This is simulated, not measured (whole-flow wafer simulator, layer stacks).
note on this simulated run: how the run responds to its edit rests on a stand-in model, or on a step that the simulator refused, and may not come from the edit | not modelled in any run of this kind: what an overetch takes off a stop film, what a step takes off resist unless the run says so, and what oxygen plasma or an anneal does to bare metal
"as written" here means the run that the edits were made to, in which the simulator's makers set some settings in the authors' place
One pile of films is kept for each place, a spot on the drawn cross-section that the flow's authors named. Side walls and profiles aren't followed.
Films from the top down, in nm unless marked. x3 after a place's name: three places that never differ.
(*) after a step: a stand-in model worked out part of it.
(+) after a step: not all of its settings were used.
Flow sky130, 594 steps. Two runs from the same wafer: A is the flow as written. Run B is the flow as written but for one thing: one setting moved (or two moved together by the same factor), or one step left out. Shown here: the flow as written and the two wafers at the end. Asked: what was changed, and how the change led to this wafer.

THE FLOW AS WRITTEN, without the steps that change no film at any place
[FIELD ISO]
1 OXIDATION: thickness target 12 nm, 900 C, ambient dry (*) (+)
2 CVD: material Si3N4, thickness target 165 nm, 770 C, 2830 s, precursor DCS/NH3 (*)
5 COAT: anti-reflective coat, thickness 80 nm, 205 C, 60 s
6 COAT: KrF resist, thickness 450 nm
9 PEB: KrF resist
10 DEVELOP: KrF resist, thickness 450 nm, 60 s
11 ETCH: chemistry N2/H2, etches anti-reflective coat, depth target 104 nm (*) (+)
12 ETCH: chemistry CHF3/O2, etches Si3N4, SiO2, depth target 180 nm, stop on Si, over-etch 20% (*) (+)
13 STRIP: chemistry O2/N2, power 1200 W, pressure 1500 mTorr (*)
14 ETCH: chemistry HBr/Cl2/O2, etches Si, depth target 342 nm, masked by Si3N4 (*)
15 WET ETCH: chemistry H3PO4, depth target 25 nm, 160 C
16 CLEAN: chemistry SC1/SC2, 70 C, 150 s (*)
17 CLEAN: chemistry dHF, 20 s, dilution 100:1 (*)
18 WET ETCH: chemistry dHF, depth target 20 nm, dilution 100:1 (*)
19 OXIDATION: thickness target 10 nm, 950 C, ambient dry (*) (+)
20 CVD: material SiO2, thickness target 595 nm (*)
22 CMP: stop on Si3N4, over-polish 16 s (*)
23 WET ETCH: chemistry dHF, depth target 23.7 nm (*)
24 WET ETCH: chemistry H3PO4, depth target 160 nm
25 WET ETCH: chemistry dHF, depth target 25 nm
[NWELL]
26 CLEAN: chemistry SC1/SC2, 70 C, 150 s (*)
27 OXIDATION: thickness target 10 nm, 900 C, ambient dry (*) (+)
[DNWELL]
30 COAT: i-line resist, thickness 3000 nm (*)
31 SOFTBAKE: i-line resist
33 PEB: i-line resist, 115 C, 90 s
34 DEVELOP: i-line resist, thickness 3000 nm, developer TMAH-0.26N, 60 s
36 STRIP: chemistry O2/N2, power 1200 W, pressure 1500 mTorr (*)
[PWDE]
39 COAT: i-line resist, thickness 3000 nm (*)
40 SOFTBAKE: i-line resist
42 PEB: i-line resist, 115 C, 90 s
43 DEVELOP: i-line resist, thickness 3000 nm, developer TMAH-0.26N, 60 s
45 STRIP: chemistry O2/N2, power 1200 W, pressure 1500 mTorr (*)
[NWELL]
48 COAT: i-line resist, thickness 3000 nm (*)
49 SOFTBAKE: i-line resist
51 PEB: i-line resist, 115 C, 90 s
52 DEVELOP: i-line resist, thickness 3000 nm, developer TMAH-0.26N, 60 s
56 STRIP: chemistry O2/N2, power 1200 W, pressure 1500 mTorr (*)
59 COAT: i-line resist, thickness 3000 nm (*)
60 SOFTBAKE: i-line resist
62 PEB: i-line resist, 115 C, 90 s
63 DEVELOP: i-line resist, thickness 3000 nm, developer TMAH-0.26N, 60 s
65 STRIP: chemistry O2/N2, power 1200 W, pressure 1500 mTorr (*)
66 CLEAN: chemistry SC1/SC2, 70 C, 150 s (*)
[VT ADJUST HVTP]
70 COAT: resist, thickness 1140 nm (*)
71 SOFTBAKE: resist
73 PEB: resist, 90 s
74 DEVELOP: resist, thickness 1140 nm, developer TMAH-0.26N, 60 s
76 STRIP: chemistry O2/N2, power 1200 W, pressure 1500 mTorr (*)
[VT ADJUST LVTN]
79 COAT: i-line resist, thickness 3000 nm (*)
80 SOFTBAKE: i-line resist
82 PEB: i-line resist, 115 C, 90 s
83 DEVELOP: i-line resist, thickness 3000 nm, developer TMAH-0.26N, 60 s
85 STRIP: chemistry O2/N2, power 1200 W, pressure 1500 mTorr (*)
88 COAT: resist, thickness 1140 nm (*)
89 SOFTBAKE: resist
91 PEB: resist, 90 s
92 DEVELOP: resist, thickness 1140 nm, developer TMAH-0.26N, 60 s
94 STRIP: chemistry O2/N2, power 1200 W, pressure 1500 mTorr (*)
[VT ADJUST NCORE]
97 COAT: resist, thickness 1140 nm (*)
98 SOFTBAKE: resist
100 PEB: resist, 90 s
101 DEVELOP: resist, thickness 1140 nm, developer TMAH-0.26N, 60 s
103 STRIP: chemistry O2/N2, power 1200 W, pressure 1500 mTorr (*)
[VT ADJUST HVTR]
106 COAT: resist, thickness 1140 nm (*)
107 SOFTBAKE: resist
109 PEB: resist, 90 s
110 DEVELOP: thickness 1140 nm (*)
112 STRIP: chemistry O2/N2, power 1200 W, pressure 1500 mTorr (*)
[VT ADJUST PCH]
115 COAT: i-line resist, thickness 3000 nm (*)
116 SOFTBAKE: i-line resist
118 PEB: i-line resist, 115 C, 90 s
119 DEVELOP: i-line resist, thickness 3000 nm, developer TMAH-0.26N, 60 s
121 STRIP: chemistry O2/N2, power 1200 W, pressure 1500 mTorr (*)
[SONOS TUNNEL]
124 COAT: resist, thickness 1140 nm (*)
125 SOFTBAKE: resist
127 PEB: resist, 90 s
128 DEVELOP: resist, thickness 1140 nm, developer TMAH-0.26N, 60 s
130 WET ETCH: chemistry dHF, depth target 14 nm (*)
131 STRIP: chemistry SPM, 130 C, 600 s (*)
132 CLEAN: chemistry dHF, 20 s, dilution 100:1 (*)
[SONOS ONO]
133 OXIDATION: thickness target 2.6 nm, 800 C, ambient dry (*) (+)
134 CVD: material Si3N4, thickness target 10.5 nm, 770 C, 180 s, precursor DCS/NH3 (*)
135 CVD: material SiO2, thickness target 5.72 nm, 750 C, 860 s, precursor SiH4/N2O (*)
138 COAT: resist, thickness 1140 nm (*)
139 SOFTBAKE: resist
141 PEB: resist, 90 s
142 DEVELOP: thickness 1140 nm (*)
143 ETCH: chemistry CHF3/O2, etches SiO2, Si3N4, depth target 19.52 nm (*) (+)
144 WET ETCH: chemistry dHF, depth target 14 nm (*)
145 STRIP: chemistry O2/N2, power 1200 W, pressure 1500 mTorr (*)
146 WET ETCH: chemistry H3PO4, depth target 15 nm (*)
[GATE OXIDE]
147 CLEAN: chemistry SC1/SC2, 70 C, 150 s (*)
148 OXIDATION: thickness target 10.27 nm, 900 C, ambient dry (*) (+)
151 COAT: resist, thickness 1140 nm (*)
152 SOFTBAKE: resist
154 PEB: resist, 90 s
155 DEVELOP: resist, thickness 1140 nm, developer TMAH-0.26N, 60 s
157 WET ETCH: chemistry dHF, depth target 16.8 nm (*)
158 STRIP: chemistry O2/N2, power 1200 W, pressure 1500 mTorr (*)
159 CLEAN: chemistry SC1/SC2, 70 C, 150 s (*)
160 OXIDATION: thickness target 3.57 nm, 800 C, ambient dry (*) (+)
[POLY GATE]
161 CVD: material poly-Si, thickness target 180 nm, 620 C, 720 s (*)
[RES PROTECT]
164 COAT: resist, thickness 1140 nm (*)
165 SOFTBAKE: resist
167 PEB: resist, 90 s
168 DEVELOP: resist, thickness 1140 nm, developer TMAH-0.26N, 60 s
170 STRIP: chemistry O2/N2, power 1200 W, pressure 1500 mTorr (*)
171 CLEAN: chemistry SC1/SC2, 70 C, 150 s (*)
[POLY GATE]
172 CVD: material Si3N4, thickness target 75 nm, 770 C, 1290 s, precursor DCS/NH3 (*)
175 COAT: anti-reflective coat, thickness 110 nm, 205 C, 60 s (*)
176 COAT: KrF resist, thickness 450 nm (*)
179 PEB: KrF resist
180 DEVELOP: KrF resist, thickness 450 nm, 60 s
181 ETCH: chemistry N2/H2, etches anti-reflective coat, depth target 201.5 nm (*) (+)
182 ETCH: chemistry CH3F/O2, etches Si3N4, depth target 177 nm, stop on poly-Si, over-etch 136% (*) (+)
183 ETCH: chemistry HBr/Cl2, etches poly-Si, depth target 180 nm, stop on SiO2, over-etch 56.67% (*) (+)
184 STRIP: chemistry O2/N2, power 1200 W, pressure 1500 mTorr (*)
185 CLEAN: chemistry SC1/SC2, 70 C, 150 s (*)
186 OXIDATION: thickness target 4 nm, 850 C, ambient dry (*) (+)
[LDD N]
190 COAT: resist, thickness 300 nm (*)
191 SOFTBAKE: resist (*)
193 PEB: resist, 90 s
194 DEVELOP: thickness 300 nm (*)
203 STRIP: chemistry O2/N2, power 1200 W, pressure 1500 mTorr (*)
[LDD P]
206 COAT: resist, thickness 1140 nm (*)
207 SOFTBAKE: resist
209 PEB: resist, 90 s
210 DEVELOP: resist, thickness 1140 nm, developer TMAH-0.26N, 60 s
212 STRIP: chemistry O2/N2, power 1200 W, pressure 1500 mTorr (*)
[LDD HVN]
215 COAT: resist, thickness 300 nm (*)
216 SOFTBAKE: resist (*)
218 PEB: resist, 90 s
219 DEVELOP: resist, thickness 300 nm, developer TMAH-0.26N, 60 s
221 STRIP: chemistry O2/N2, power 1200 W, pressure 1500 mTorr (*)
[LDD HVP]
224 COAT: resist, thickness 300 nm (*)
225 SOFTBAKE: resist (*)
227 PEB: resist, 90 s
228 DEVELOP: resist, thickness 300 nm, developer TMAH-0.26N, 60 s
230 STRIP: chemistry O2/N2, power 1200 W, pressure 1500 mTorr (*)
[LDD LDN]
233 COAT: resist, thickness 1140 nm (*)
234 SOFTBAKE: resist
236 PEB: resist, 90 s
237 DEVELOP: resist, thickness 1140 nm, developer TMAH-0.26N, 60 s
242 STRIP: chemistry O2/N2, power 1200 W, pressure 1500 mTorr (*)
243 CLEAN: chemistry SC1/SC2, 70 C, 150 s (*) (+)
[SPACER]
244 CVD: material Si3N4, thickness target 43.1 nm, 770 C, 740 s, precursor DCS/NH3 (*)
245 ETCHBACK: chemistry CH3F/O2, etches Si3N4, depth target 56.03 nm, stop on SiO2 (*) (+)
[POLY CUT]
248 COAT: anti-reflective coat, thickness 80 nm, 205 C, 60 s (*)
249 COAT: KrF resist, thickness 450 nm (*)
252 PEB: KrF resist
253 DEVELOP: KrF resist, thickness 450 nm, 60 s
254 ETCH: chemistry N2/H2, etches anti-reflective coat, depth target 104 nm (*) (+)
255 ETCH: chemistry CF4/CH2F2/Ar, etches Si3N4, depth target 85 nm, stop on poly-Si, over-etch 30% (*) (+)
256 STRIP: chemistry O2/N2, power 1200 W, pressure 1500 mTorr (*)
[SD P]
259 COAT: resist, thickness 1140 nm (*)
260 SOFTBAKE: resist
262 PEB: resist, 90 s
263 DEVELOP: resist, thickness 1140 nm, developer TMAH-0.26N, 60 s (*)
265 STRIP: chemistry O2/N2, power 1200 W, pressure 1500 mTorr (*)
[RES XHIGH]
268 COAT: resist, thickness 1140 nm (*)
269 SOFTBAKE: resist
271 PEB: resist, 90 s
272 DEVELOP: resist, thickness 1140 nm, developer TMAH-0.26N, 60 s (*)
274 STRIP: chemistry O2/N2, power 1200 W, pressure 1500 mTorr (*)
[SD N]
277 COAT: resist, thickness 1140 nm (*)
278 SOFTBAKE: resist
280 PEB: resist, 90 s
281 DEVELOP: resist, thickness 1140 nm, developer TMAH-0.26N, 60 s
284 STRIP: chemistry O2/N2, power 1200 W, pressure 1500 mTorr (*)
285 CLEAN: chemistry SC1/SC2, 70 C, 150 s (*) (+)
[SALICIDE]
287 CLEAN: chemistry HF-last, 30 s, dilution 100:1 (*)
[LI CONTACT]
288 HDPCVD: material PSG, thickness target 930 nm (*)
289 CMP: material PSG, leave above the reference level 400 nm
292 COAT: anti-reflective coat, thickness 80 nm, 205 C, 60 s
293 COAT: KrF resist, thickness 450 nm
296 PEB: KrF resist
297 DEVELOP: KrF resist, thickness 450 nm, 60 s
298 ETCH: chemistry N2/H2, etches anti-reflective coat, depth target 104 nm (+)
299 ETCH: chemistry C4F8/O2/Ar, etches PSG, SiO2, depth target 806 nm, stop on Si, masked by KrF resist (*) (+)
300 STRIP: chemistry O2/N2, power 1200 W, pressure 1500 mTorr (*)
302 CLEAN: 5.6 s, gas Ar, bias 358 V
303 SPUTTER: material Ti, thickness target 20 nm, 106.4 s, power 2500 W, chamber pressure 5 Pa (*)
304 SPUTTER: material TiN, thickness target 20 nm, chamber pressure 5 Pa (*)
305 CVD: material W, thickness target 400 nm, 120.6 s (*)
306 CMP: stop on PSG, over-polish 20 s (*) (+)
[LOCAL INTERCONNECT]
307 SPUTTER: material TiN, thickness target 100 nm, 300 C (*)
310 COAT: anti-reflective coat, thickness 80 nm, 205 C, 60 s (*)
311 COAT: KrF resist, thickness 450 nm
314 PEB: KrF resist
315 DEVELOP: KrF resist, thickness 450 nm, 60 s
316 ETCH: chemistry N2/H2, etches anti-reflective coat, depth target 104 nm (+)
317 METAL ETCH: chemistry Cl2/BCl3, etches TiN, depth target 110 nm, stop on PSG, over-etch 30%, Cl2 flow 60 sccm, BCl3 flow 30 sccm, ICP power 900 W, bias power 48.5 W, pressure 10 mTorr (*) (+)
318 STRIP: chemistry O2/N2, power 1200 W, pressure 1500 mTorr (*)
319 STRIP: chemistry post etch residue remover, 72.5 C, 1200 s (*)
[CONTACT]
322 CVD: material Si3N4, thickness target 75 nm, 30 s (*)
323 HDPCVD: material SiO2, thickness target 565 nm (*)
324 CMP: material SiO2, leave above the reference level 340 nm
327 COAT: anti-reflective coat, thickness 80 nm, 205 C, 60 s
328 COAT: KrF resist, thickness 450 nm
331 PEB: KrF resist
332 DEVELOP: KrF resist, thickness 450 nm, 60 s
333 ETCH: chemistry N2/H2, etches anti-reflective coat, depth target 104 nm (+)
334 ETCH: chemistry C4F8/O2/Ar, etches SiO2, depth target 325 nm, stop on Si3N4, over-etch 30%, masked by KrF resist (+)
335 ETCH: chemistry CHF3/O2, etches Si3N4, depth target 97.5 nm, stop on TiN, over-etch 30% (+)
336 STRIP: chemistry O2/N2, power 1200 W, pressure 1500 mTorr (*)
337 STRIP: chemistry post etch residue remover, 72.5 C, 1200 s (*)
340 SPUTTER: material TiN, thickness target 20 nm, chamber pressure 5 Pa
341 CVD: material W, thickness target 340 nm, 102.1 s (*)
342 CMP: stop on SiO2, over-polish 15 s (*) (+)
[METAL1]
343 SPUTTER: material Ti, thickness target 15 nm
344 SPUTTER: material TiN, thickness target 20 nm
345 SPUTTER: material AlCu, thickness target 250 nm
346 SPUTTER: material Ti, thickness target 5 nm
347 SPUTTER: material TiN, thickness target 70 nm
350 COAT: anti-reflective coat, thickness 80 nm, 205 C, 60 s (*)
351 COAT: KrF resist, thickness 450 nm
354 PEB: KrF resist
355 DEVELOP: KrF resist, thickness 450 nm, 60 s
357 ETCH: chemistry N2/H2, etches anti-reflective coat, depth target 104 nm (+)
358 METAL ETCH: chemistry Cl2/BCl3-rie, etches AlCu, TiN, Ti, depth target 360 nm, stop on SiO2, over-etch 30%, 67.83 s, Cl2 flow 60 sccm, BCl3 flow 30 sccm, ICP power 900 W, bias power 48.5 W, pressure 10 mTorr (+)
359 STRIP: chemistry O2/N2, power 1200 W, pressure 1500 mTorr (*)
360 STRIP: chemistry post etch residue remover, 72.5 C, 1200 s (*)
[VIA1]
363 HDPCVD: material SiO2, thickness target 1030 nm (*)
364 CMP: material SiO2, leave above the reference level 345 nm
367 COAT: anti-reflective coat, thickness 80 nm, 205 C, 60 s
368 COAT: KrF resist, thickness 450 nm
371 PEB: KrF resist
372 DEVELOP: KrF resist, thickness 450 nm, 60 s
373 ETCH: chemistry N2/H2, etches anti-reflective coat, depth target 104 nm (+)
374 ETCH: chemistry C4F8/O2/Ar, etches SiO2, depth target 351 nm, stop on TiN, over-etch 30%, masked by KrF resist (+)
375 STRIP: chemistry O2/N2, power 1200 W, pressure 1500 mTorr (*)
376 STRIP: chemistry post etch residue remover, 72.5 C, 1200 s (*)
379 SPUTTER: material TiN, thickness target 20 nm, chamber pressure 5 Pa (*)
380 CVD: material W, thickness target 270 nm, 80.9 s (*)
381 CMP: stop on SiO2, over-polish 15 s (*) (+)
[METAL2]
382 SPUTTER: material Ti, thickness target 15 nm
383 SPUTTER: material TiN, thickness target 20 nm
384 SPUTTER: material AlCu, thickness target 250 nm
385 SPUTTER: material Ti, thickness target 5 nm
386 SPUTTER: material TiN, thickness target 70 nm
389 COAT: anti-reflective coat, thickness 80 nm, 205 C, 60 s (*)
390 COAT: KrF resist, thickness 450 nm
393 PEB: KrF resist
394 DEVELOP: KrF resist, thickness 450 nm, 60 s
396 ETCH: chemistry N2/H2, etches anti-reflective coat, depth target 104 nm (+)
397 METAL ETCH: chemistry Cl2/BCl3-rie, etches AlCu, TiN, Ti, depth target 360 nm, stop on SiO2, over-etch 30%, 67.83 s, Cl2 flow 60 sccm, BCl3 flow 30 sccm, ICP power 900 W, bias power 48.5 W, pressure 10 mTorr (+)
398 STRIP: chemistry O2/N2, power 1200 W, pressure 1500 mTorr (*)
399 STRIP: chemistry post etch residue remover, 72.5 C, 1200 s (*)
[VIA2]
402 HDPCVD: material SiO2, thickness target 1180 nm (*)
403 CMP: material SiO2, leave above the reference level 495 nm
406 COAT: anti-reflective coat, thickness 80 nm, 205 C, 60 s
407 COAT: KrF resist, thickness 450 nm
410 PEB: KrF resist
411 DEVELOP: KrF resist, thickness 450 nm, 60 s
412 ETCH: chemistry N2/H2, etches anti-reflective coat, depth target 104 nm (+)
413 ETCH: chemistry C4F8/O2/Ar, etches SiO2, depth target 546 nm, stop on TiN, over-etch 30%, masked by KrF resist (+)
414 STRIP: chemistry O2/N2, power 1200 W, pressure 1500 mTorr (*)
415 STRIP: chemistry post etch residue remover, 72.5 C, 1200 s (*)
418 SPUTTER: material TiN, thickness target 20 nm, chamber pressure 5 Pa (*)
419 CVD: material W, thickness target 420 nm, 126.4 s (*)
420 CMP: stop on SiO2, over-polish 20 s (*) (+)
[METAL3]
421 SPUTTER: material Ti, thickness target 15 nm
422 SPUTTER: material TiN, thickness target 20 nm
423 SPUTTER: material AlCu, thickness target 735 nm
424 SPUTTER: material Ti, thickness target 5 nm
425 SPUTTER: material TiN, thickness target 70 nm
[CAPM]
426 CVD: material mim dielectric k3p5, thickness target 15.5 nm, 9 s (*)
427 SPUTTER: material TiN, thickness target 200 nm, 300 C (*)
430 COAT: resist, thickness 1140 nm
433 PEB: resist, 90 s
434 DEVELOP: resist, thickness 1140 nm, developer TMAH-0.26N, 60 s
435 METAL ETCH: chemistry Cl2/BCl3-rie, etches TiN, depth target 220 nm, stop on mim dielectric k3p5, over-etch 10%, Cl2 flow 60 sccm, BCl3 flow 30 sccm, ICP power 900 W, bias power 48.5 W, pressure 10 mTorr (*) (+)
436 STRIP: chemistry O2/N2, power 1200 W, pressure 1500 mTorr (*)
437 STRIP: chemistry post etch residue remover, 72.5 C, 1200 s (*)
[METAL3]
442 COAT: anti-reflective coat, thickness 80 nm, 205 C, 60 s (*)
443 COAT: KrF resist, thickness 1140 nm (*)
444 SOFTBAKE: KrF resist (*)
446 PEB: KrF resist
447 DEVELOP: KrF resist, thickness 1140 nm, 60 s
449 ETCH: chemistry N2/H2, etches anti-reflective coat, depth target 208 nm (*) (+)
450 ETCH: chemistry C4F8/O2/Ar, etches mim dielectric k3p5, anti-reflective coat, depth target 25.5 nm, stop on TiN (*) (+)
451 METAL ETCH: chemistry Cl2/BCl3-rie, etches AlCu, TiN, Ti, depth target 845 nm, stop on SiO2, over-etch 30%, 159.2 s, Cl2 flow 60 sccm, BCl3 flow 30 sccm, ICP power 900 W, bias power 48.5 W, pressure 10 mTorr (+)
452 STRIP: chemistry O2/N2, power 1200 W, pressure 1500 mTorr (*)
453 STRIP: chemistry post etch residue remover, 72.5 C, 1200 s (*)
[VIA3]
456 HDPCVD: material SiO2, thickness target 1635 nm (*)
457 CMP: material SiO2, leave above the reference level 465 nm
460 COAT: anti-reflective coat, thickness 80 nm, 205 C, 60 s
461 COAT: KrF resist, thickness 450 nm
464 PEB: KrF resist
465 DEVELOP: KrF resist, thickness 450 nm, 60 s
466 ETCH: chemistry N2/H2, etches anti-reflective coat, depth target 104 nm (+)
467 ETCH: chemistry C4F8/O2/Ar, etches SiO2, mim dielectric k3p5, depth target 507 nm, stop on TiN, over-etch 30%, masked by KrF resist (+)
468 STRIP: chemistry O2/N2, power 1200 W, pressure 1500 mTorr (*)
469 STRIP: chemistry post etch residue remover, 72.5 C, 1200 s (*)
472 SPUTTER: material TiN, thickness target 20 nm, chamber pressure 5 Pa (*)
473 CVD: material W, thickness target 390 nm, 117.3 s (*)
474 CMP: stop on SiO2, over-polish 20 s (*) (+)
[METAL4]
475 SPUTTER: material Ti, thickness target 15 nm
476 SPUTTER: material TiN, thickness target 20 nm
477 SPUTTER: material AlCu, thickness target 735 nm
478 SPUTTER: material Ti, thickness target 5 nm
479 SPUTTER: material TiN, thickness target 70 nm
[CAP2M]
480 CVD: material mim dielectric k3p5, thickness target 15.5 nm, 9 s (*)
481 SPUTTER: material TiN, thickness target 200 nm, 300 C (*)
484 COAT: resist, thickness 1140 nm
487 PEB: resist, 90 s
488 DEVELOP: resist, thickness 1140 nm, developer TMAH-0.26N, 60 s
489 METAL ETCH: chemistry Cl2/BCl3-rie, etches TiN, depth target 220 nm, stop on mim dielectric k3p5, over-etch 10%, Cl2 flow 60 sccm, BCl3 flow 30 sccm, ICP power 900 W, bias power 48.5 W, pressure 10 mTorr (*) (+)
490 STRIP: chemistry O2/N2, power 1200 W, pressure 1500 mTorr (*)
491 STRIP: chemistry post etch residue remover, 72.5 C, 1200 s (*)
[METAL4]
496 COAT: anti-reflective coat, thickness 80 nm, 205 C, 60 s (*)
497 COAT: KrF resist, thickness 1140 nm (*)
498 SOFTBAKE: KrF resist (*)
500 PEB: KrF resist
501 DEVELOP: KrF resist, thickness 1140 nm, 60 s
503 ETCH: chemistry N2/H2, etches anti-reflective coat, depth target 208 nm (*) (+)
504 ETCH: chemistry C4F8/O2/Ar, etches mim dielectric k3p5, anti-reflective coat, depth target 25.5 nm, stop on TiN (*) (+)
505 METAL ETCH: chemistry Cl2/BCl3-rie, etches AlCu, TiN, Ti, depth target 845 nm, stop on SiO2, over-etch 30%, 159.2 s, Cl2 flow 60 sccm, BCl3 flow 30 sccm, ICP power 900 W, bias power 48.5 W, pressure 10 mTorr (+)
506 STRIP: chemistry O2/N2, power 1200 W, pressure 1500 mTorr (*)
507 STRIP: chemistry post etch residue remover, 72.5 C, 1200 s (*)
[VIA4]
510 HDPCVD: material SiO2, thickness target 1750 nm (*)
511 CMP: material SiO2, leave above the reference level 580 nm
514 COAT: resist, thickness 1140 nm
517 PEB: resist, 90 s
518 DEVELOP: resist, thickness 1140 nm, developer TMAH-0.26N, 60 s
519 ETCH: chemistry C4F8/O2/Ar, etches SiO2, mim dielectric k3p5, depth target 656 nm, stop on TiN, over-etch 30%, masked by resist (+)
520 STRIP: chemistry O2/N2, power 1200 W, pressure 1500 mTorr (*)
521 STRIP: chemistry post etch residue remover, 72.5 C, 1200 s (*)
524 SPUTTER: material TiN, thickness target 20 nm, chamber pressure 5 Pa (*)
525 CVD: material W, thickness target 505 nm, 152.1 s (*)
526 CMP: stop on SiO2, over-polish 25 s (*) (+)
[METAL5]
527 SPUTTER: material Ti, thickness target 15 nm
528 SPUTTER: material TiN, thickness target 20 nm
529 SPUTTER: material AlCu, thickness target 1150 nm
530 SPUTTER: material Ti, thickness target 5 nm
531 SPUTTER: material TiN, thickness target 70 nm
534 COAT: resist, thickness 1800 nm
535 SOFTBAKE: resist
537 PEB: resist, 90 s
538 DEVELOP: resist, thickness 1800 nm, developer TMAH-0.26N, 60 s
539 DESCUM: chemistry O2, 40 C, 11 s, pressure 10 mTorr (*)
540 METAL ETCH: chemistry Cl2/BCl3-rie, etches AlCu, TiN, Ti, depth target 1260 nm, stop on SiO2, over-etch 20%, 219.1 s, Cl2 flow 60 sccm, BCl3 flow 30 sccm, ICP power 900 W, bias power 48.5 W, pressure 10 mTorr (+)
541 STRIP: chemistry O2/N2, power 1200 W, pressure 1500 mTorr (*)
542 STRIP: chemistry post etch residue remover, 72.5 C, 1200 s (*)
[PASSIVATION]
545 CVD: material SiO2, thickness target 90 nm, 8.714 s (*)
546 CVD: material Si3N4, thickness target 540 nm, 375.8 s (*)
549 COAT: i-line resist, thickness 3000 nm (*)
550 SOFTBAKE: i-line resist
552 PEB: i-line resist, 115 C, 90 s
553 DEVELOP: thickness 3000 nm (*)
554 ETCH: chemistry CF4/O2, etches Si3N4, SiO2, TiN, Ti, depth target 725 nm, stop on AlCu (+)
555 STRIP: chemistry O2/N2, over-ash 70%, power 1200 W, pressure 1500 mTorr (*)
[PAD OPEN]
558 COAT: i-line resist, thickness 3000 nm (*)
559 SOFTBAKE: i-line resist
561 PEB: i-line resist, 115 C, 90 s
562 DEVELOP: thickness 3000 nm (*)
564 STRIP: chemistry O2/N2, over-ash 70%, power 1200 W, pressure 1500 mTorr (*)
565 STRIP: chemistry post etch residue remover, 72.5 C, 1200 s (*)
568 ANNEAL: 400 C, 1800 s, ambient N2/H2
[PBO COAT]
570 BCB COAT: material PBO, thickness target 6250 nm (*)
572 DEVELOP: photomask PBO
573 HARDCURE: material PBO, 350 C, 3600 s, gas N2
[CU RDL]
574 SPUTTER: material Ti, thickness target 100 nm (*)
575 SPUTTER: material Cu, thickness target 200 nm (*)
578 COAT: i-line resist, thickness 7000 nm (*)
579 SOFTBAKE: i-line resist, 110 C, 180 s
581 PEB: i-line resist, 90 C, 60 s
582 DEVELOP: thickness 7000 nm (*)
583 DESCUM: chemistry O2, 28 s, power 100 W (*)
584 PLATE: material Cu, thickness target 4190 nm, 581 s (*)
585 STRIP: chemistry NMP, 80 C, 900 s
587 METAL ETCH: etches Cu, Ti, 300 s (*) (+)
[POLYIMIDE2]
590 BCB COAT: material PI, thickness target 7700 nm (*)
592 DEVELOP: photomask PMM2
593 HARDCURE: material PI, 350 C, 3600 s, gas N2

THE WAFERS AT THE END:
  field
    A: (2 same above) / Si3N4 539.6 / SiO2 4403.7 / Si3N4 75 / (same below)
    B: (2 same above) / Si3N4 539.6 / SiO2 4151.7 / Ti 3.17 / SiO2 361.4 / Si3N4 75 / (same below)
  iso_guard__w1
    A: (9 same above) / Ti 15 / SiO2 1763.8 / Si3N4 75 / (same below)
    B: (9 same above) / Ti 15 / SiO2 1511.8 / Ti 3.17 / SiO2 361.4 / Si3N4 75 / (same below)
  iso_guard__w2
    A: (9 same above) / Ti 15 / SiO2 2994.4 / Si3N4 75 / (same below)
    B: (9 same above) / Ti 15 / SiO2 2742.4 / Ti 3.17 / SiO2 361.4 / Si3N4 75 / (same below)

The cause: step 345, SPUTTER: thickness target 362.5 nm was run, where the flow has thickness target 250 nm.

How the change led to this, step by step:
  345 SPUTTER: material AlCu, thickness target 250 nm
      field, active, n_well and 188 more: A AlCu +250 (new film) | B AlCu +362.5 (new film)
  358 METAL ETCH: chemistry Cl2/BCl3-rie, etches AlCu, TiN, Ti, depth target 360 nm, stop on SiO2, over-etch 30%, 67.83 s, Cl2 flow 60 sccm, BCl3 flow 30 sccm, ICP power 900 W, bias power 48.5 W, pressure 10 mTorr (+)
      field, active, gate and 81 more: A TiN -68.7 (all of it), Ti -5 (all of it), AlCu -250 (all of it), TiN -20 (all of it), Ti -15 (all of it), SiO2 -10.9 | B TiN -68.7 (all of it), Ti -5 (all of it), AlCu -362.5 (all of it), TiN -20 (all of it), Ti -11.8
  363 HDPCVD: material SiO2, thickness target 1030 nm (*)
      field, active, gate and 81 more: A SiO2 +1030 | B SiO2 +1030 (new film)
  364 CMP: material SiO2, leave above the reference level 345 nm
      field, active, gate and 81 more: A SiO2 -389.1 | B SiO2 -290.7
Counting metal films that touch as one body, field has 1 body; the flow as written gives 0 bodies.
Counting metal films that touch as one body, iso_guard__w1 has 2 bodies (between them, from the top down: SiO2 1511.8); the flow as written gives 1 body.
Counting metal films that touch as one body, iso_guard__w2 has 2 bodies (between them, from the top down: SiO2 2742.4); the flow as written gives 1 body.
